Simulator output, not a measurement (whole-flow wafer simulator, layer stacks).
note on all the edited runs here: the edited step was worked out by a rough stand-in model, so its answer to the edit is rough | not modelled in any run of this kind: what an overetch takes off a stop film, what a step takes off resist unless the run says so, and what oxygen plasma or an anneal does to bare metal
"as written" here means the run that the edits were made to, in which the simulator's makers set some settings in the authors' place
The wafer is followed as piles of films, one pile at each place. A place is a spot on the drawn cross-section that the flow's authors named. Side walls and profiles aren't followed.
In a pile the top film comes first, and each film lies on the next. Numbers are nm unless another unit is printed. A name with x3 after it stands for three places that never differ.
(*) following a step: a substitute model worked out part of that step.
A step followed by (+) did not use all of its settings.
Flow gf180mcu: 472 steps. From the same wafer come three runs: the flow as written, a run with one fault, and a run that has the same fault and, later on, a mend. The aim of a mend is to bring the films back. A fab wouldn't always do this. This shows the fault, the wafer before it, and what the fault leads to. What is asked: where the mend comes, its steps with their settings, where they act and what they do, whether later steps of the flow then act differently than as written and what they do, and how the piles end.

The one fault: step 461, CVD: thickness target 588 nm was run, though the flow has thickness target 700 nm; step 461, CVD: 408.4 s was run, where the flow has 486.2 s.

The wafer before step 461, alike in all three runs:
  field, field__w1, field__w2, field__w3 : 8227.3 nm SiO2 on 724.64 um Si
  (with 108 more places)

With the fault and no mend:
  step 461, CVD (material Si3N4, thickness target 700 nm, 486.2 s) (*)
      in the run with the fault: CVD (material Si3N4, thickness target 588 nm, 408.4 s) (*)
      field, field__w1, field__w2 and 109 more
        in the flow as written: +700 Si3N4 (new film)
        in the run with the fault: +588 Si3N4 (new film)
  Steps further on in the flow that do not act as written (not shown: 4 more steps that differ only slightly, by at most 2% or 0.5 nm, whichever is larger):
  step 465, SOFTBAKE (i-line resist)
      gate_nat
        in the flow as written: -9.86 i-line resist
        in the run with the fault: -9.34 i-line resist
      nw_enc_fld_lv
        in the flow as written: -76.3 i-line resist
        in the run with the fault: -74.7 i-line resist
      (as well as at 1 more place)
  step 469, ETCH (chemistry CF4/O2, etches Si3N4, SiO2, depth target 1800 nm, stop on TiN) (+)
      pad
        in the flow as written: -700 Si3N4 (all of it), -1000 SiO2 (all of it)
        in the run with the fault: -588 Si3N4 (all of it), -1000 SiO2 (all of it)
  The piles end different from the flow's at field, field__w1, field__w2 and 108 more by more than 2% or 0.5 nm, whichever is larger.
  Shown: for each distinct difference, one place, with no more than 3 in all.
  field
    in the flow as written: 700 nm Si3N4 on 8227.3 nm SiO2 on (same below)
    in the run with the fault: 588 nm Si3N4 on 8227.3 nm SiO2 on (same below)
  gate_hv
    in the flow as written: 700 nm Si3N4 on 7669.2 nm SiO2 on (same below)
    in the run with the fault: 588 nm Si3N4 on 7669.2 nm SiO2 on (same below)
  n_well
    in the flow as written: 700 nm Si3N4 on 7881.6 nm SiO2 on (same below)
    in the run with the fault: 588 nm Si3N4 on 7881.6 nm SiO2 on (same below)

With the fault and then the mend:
  The mend stands after step 468.
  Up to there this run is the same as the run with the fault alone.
  step 468a, STRIP (chemistry O2/N2, power 2160 W, pressure 1700 mTorr) (*)
      iso_ptap_pw, iso_ntap_nw, iso_nw_fld and 33 more
        -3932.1 i-line resist (all of it)
      p_well, sti, spacer, sd_n, mim_1p0, dice_street
        -3938.2 i-line resist (all of it)
      n_well, sd_p, nw_enc_fld_lv__w3
        -3976.5 i-line resist (all of it)
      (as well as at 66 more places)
  step 468b, CVD (material Si3N4, thickness target 112 nm, 77.79 s) (*) (the flow's step 461, run once more with other settings)
      field, field__w1, field__w2 and 109 more
        +112.1 Si3N4
  step 468c, HMDS (120 C, 60 s) (the flow's step 463, run once more)
      alters no film at any place that is followed
  step 468d, COAT (i-line resist, thickness 4000 nm) (*) (the flow's step 464, run once more)
      iso_ptap_pw, iso_ntap_nw, iso_nw_fld and 33 more
        +4000 i-line resist (new film)
      p_well, sti, spacer, sd_n, mim_1p0, dice_street
        +4006.3 i-line resist (new film)
      field__w5, field__w9, field__w11, gate_p_hv, nplus_u
        +4017 i-line resist (new film)
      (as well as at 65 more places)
  step 468e, SOFTBAKE (i-line resist) (the flow's step 465, run once more)
      field__w2, field_sub__w3, field_sub__w4
        +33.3 i-line resist
      field__w11, field__w13, ppoly_u
        +37.5 i-line resist
      field__w6, field_sub
        +32.7 i-line resist
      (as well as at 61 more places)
  step 468f, EXPOSE (photomask Pad) (the flow's step 466, run once more)
      alters no film at any place that is followed
  step 468g, PEB (i-line resist, 115 C, 93.9 s) (the flow's step 467, run once more)
      iso_ptap_pw, iso_ntap_nw, iso_nw_fld and 33 more
        -67.9 i-line resist
      field, field__w2, field__w3 and 25 more
        -68.8 i-line resist
      field_sub, field_sub__w1, field_sub__w2 and 23 more
        -68.7 i-line resist
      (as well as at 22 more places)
  step 468h, DEVELOP (thickness 4000 nm) (*) (the flow's step 468, run once more)
      field__w12, field_sub__w1, field_sub__w3 and 21 more
        -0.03 i-line resist
      pad
        -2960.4 i-line resist (all of it)
  None of the later steps of the flow differs from how it acts as written, at any place that is followed, by more than 2% or 0.5 nm, whichever is larger.
  When the end is reached, the piles differ only a little from the flow's at the places that both follow, at most by 2% or 0.5 nm, whichever is larger.
